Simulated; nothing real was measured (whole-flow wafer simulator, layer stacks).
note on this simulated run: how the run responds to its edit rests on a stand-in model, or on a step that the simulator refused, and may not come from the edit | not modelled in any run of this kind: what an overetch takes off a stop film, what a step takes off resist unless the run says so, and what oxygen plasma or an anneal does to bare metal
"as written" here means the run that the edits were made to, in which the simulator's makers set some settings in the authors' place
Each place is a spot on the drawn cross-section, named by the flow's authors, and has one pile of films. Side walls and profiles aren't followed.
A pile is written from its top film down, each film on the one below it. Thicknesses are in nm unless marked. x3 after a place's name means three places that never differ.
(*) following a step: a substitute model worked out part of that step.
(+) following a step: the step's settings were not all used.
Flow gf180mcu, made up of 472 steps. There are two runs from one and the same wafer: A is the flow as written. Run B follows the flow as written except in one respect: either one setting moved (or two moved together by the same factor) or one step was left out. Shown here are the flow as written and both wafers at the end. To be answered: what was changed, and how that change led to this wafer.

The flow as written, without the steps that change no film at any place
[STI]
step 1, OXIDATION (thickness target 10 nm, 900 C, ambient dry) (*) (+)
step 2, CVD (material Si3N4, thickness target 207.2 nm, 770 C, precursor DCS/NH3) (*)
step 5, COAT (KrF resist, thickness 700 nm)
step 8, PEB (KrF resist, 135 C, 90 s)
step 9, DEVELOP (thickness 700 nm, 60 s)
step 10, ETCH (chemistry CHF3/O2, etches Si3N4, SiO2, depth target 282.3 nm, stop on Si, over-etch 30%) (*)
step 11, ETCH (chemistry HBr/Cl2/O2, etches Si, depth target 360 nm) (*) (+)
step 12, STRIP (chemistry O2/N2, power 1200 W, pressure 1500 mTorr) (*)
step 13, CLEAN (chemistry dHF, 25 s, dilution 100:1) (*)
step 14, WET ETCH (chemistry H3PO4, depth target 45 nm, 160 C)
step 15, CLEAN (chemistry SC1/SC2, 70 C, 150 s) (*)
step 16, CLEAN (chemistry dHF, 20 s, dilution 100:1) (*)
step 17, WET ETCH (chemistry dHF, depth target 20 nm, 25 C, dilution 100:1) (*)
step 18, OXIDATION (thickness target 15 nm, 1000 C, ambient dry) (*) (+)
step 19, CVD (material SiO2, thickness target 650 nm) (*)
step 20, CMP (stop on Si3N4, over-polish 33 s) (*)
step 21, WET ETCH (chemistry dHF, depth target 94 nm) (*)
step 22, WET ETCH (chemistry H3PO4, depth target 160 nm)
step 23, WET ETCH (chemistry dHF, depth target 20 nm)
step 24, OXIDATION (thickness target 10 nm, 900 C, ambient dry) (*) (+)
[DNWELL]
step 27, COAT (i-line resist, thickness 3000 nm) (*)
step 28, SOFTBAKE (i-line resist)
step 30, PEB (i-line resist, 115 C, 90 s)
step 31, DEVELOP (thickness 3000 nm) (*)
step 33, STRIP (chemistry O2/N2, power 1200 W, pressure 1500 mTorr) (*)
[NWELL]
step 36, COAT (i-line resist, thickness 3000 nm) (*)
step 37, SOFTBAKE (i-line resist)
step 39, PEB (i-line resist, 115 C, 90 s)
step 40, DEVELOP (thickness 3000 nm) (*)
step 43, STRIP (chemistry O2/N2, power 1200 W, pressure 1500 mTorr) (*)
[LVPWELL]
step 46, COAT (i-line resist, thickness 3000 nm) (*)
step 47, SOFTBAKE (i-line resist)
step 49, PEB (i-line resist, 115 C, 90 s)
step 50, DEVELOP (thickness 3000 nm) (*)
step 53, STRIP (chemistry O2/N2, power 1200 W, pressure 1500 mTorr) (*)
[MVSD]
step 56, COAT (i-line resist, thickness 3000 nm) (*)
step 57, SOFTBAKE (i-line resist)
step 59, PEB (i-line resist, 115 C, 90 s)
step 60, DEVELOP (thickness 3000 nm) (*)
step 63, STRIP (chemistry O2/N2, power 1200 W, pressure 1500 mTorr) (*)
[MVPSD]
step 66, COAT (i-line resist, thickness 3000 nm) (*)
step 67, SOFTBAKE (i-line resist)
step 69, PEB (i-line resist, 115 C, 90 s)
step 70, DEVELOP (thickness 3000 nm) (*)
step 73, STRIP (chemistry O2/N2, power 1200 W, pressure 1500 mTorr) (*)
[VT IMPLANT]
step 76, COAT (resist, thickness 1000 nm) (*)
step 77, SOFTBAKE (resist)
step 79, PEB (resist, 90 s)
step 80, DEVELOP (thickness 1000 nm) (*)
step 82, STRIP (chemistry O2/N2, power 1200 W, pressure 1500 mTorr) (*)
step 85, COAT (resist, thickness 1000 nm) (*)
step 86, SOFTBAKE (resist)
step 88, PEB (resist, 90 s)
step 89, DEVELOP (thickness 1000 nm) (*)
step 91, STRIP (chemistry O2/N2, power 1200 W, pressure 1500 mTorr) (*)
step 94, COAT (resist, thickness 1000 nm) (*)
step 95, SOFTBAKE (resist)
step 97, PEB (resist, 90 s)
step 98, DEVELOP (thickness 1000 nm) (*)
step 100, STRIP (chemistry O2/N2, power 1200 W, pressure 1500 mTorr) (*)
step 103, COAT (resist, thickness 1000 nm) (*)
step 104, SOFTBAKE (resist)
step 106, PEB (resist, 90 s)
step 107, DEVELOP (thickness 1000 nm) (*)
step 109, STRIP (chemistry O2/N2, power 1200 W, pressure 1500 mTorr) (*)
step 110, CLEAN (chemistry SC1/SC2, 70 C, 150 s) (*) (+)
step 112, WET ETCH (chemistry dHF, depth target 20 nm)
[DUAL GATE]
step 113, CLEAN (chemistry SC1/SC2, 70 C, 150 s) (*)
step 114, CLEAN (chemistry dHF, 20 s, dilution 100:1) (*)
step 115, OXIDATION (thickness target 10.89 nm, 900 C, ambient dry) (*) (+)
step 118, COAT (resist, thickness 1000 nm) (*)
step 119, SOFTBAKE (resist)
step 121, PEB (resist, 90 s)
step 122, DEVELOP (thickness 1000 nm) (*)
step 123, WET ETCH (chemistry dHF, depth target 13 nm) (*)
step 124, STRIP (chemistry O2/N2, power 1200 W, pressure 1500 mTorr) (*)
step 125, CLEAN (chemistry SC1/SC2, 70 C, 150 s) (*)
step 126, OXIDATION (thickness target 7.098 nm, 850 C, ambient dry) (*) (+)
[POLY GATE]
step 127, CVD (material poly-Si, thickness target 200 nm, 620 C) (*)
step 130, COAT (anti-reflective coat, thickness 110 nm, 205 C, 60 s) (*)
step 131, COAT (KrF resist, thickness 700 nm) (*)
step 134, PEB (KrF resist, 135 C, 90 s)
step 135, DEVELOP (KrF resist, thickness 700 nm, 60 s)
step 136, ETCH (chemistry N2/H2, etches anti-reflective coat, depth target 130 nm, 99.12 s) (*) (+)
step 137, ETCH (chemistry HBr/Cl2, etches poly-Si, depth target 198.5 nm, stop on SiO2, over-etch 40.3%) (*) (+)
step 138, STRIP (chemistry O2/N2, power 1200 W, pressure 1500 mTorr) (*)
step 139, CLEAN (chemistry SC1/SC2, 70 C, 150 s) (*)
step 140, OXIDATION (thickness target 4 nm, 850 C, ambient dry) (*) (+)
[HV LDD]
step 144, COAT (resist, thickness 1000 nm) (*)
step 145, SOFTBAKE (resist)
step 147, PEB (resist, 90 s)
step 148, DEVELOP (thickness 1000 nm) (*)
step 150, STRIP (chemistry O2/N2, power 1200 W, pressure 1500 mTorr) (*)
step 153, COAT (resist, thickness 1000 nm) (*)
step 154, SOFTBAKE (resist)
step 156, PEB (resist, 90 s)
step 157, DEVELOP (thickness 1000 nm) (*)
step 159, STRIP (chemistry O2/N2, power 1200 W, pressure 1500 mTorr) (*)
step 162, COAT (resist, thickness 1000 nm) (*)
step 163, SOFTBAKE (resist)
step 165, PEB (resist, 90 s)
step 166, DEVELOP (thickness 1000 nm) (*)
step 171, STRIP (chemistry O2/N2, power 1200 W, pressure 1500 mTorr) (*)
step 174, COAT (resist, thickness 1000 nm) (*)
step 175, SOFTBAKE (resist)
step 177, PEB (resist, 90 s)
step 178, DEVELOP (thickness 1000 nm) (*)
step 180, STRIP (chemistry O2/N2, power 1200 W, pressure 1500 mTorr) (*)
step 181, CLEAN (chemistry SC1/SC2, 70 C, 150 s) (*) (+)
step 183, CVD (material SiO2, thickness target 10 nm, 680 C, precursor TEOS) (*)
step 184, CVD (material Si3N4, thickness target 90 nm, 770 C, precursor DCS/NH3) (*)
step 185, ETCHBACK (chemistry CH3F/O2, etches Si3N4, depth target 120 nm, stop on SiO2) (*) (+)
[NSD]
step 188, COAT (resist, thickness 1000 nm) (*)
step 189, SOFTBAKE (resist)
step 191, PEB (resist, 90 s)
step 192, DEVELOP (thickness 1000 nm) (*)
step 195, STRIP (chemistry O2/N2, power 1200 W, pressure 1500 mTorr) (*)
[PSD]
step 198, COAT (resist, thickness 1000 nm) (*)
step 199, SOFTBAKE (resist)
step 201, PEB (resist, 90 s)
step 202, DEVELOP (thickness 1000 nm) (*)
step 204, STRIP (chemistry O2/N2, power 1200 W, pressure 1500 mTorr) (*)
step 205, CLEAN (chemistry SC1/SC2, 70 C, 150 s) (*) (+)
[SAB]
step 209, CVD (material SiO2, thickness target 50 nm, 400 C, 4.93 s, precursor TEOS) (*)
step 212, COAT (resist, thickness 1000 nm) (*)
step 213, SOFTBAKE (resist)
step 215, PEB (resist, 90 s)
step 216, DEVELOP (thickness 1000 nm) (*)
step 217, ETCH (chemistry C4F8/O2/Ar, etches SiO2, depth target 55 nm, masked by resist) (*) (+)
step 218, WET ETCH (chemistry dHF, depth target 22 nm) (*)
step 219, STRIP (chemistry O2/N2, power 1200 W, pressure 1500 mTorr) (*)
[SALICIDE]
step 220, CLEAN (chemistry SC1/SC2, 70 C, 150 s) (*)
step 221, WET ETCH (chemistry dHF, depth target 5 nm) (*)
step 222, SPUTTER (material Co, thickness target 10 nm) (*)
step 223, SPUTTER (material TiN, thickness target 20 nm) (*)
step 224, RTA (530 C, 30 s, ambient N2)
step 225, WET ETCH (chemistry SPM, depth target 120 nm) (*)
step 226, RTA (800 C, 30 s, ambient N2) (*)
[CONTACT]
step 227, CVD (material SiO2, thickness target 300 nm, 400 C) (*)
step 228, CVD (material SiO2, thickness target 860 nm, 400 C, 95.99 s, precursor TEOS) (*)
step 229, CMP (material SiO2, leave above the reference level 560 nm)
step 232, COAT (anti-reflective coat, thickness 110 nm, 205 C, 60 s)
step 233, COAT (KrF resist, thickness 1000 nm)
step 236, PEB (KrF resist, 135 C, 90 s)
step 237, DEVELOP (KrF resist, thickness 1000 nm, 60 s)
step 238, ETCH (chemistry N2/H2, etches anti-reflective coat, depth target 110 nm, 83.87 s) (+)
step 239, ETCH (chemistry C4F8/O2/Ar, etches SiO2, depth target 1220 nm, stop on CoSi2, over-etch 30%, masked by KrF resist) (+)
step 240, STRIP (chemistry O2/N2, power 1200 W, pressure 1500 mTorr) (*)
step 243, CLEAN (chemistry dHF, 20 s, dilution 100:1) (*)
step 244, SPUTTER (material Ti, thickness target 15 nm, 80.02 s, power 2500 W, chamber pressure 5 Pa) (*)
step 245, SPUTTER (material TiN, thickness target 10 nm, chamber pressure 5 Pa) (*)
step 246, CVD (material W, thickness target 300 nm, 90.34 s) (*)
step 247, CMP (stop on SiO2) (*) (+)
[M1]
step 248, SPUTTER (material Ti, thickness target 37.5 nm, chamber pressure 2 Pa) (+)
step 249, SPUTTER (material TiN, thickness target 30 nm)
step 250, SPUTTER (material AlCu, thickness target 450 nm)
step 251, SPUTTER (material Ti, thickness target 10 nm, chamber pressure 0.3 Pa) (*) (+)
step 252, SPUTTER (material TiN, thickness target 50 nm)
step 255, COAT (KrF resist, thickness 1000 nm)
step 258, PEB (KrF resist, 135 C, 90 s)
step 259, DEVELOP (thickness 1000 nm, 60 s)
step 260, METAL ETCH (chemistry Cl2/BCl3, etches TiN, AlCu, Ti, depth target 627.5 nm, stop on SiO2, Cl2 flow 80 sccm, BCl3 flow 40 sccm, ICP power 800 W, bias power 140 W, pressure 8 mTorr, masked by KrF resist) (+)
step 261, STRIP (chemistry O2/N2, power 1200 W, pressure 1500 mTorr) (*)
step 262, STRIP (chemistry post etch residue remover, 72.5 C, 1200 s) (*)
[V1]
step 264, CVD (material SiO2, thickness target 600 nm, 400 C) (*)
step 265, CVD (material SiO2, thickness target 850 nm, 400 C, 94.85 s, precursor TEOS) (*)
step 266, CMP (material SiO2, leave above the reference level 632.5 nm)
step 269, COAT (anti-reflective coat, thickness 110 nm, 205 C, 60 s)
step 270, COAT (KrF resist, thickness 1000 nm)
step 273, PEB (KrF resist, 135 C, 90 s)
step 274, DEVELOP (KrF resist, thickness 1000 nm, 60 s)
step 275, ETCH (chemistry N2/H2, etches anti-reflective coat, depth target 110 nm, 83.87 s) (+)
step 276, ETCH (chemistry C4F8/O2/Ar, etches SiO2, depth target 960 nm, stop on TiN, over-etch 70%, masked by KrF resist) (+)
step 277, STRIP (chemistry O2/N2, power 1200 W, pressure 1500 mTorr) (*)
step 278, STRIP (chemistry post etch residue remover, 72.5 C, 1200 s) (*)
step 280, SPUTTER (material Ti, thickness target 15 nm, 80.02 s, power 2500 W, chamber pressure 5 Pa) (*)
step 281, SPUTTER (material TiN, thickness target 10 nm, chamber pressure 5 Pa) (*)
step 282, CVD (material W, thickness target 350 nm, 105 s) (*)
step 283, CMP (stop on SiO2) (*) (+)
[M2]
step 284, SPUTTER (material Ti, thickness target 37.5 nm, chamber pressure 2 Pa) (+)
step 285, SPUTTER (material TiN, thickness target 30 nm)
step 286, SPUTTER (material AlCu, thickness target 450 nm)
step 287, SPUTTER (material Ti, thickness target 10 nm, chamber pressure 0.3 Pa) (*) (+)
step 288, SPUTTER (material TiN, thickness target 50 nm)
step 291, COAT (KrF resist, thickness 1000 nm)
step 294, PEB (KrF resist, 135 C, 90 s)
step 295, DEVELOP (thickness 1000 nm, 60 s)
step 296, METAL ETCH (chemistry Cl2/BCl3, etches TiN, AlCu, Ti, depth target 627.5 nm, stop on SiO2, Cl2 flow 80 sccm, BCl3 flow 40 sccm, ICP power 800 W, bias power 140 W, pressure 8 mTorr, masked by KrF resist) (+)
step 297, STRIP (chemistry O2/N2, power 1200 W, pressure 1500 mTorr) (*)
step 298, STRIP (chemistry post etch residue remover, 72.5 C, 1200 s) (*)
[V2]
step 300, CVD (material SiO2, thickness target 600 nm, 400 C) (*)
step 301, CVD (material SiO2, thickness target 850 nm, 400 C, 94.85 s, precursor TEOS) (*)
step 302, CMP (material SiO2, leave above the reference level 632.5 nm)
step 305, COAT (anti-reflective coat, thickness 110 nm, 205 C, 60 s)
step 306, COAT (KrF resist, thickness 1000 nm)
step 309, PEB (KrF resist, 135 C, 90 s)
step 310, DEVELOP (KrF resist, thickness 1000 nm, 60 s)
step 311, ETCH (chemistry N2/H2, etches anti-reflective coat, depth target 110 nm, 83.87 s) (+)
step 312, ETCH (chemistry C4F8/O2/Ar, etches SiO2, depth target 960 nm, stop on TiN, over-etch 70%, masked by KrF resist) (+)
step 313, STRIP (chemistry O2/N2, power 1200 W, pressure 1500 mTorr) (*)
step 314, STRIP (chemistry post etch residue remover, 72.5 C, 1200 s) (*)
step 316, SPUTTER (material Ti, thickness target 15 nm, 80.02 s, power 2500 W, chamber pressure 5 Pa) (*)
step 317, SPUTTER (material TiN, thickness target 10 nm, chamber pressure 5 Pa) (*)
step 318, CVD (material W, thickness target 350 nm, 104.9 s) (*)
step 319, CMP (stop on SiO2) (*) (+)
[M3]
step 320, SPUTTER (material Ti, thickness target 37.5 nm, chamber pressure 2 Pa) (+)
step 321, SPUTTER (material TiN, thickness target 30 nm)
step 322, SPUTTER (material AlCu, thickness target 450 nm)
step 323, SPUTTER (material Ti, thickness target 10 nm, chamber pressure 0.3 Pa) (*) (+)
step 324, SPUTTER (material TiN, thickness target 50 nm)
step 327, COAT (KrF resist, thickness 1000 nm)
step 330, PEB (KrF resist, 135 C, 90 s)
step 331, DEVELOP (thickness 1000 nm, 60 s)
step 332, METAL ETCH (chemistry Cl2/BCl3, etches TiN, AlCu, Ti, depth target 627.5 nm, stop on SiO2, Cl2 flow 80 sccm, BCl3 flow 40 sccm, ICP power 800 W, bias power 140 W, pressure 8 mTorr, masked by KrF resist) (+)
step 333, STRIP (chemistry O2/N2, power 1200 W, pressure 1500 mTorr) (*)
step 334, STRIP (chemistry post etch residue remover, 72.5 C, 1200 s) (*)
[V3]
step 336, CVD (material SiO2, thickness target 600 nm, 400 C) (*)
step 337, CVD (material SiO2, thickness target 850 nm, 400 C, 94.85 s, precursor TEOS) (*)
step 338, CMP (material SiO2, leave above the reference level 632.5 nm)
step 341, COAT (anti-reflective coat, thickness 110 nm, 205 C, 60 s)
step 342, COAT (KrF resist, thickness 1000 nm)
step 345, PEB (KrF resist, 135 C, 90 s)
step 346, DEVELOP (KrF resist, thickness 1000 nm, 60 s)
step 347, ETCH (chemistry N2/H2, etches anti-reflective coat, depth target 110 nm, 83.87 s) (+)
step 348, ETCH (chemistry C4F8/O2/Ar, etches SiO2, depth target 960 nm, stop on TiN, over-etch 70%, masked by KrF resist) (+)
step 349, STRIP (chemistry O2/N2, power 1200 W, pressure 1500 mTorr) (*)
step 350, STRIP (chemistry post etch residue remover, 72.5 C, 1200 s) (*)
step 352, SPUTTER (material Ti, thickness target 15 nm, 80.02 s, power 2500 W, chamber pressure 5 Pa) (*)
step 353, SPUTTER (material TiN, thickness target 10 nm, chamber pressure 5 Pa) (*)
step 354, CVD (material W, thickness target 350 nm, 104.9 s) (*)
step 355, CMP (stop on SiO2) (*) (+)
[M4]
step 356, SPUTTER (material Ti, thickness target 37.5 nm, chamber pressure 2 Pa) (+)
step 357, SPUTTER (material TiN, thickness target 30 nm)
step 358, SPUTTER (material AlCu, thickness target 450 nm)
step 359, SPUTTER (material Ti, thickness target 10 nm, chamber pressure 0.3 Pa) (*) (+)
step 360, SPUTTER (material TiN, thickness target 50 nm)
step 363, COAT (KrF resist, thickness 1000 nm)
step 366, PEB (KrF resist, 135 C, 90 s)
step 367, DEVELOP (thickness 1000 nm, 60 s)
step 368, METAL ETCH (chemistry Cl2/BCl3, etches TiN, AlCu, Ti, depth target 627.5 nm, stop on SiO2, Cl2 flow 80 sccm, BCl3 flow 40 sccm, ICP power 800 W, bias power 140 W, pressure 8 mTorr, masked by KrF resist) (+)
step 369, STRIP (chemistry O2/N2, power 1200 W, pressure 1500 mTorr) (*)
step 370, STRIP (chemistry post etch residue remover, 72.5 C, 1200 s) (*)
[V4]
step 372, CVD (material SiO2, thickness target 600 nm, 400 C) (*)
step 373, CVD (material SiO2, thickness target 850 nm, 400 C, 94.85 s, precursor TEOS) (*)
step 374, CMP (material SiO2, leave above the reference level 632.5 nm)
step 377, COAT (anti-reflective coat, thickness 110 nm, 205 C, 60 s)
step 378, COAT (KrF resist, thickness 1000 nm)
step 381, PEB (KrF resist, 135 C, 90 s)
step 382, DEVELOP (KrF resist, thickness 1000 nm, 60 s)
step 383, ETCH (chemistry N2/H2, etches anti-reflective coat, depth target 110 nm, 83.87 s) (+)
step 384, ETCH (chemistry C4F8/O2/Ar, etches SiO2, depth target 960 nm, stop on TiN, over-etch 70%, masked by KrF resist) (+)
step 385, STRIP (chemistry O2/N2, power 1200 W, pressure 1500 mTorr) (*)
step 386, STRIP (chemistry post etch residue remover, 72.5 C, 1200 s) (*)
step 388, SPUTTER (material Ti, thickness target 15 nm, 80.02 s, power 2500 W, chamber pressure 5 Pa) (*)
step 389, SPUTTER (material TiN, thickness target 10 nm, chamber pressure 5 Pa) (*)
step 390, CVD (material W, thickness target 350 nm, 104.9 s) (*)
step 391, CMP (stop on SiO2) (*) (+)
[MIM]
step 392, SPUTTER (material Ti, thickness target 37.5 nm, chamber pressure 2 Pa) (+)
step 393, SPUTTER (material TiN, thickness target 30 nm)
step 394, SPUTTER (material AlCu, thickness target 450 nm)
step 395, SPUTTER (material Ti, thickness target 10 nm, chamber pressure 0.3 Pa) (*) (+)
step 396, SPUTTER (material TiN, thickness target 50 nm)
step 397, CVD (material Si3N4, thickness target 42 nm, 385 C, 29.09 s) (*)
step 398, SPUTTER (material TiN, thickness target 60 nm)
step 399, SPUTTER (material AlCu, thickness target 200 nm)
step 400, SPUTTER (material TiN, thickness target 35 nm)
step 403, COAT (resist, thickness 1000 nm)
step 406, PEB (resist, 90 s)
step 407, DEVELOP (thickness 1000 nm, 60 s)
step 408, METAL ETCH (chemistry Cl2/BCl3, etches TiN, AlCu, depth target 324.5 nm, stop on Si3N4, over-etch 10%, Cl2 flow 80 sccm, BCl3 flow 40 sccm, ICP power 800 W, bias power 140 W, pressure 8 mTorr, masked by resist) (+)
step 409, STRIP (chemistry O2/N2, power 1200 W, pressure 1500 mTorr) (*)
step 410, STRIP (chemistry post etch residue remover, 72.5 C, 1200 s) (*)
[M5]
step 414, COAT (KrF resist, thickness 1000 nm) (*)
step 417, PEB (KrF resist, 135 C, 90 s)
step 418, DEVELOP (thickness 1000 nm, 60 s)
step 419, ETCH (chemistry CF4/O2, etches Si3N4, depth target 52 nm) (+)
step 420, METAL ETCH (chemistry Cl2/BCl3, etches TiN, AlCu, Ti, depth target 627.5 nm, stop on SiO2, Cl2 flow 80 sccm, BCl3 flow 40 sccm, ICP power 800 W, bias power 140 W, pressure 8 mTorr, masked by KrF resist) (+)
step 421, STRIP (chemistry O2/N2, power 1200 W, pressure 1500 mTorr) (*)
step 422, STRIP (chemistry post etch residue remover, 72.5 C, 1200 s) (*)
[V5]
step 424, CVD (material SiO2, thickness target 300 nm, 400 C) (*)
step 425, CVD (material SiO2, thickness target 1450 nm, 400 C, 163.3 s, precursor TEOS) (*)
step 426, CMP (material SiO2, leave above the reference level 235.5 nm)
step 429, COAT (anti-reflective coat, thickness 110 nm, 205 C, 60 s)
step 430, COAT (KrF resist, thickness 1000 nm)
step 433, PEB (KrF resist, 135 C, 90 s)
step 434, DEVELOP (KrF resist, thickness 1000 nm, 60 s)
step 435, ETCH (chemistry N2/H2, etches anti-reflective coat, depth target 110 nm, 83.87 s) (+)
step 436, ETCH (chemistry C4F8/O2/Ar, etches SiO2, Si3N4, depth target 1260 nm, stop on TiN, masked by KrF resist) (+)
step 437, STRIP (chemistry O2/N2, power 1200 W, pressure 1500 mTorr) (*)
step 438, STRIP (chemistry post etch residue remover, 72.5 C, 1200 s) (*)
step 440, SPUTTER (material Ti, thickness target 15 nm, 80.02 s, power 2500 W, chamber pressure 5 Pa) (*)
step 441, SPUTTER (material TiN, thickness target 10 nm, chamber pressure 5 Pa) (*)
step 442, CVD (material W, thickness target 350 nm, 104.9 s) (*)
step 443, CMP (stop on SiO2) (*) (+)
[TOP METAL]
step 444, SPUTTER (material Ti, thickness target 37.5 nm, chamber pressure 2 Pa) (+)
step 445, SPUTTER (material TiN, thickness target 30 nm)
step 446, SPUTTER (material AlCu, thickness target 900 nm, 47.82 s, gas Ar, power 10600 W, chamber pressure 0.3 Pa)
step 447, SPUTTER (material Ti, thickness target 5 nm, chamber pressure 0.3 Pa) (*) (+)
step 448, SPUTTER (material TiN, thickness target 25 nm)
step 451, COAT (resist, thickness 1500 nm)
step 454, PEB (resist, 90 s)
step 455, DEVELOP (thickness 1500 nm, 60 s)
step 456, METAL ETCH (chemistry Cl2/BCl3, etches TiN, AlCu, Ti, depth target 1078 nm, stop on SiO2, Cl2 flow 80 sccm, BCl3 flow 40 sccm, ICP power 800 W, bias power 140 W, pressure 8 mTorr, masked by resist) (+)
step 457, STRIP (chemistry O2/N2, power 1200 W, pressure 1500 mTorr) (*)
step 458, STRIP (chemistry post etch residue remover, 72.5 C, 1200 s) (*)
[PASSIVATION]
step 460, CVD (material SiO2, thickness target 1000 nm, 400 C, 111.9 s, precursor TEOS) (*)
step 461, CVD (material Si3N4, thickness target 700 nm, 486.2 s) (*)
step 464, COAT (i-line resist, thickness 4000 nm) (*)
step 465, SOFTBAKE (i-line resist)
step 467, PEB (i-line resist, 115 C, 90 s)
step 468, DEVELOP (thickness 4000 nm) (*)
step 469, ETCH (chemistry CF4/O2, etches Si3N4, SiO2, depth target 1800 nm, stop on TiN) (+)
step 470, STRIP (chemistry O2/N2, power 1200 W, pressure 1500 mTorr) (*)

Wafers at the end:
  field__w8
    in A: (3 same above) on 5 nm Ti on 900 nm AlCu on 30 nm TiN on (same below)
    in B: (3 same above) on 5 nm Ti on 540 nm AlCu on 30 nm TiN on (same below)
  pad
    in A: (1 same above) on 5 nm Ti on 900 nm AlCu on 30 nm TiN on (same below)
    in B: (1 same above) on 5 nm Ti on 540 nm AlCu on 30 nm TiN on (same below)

Cause: step 446, SPUTTER: thickness target 540 nm was run, while the flow as written has thickness target 900 nm.
One can read it off the wafer: field__w8 has AlCu 540, and step 446 as written asks for 900 nm.

The path from the change to this, step by step:
  step 446, SPUTTER (material AlCu, thickness target 900 nm, 47.82 s, gas Ar, power 10600 W, chamber pressure 0.3 Pa)
      field, field__w1, field__w2 and 109 more: A +900 AlCu (new film) | B +540 AlCu (new film)
  step 456, METAL ETCH (chemistry Cl2/BCl3, etches TiN, AlCu, Ti, depth target 1078 nm, stop on SiO2, Cl2 flow 80 sccm, BCl3 flow 40 sccm, ICP power 800 W, bias power 140 W, pressure 8 mTorr, masked by resist) (+)
      field, field__w1, field__w2 and 103 more: A -25 TiN (all of it), -5 Ti (all of it), -900 AlCu (all of it), -30 TiN (all of it), -37.5 Ti (all of it) | B -25 TiN (all of it), -5 Ti (all of it), -540 AlCu (all of it), -30 TiN (all of it), -37.5 Ti (all of it)
      field__w8, contact, m1, m1__w1, pad, m1_nw: A -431 resist | B -382.5 resist
  step 457, STRIP (chemistry O2/N2, power 1200 W, pressure 1500 mTorr) (*)
      field__w8, contact, m1, m1__w1, pad, m1_nw: A -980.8 resist (all of it) | B -1029.3 resist (all of it)
  step 464, COAT (i-line resist, thickness 4000 nm) (*)
      field__w8: A +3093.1 i-line resist (new film) | B +3414.2 i-line resist (new film)
      contact: A +3153.6 i-line resist (new film) | B +3446.1 i-line resist (new film)
      (and at 4 other places as well)
  step 465, SOFTBAKE (i-line resist)
      field__w5, field__w9: A +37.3 i-line resist | B +21 i-line resist
      field: A -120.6 i-line resist | B -67.6 i-line resist
      (and at 66 other places as well)
  step 467, PEB (i-line resist, 115 C, 90 s)
      field__w8, m1__w1: A -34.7 i-line resist | B -40.5 i-line resist
      contact, m1: A -35.1 i-line resist | B -40.7 i-line resist
      (and at 2 other places as well)
  step 468, DEVELOP (thickness 4000 nm) (*)
      pad: A -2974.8 i-line resist (all of it) | B -3326.4 i-line resist (all of it)
  step 470, STRIP (chemistry O2/N2, power 1200 W, pressure 1500 mTorr) (*)
      field__w8, m1__w1: A -1787.7 i-line resist (all of it) | B -2134.7 i-line resist (all of it)
      contact: A -1811.2 i-line resist (all of it) | B -2147.6 i-line resist (all of it)
      (and at 2 other places as well)
